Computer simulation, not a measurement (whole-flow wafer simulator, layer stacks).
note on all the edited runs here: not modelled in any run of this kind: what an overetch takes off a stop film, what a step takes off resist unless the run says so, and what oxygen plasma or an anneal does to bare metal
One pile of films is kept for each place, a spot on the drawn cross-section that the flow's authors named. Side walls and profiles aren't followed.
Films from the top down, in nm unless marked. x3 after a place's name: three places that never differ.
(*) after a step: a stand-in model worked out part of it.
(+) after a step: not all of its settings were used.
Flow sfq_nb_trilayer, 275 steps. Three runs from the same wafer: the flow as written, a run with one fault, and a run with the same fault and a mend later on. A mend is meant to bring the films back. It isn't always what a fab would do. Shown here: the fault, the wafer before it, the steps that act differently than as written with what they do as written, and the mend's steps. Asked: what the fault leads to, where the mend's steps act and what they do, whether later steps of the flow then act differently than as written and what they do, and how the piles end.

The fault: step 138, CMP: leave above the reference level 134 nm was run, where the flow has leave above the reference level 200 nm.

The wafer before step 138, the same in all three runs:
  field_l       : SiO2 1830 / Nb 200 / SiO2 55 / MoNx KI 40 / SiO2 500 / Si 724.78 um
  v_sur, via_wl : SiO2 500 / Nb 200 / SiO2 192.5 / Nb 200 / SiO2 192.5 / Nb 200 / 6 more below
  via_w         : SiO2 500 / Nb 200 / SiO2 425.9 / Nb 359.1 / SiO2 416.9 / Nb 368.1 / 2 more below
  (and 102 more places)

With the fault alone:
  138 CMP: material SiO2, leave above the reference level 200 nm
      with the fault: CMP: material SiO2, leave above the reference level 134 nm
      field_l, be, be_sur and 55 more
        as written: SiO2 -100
        with the fault: SiO2 -166
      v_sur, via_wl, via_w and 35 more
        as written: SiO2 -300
        with the fault: SiO2 -366
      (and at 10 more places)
  Later steps of the flow that act differently than as written (5 more steps differ only slightly, by at most 2% or 0.5 nm, whichever is larger, and aren't shown):
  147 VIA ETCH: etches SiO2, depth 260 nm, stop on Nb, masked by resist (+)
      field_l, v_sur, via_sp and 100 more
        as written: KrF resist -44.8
        with the fault: KrF resist -34.6
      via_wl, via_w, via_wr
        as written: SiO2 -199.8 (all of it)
        with the fault: SiO2 -133.8 (all of it)
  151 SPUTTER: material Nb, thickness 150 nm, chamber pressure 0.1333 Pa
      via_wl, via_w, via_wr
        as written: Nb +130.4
        with the fault: Nb +138.1
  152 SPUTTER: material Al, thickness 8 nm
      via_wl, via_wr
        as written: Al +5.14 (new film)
        with the fault: Al +5.94 (new film)
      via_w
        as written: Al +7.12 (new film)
        with the fault: Al +7.76 (new film)
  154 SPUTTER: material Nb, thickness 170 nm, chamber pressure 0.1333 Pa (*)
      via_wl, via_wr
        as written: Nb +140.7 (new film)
        with the fault: Nb +121.7 (new film)
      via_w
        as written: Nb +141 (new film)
        with the fault: Nb +165 (new film)
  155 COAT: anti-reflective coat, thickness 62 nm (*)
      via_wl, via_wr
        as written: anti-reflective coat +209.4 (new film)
        with the fault: anti-reflective coat +193.5 (new film)
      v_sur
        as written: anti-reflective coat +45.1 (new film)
        with the fault: anti-reflective coat +48.2 (new film)
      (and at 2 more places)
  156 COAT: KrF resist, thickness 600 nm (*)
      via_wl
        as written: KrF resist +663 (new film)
        with the fault: KrF resist +639.7 (new film)
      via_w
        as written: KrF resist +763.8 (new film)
        with the fault: KrF resist +690.5 (new film)
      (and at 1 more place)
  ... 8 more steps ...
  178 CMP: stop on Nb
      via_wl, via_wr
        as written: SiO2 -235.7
        with the fault: SiO2 -309.2
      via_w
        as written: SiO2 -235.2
        with the fault: SiO2 -308.7
  At the end the piles differ from the flow's by more than 2% or 0.5 nm, whichever is larger, at field_l, v_sur, via_wl and 102 more.
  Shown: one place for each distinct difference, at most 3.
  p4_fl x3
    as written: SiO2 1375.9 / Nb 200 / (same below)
    with the fault: SiO2 1309.9 / Nb 200 / (same below)
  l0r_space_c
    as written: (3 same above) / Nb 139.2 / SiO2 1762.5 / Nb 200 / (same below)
    with the fault: (3 same above) / Nb 139.2 / SiO2 1696.5 / Nb 200 / (same below)
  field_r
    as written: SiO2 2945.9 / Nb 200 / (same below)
    with the fault: SiO2 2879.9 / Nb 200 / (same below)

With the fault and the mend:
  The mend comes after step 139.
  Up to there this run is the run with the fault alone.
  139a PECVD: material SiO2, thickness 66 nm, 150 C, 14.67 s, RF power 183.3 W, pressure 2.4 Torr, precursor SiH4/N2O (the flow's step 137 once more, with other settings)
      field_l, v_sur, via_wl and 103 more
        SiO2 +66
  No later step of the flow acts differently than as written, at any place that is followed, by more than 2% or 0.5 nm, whichever is larger.
  At the end the piles differ from the flow's only slightly at the places that both follow, by at most 2% or 0.5 nm, whichever is larger.
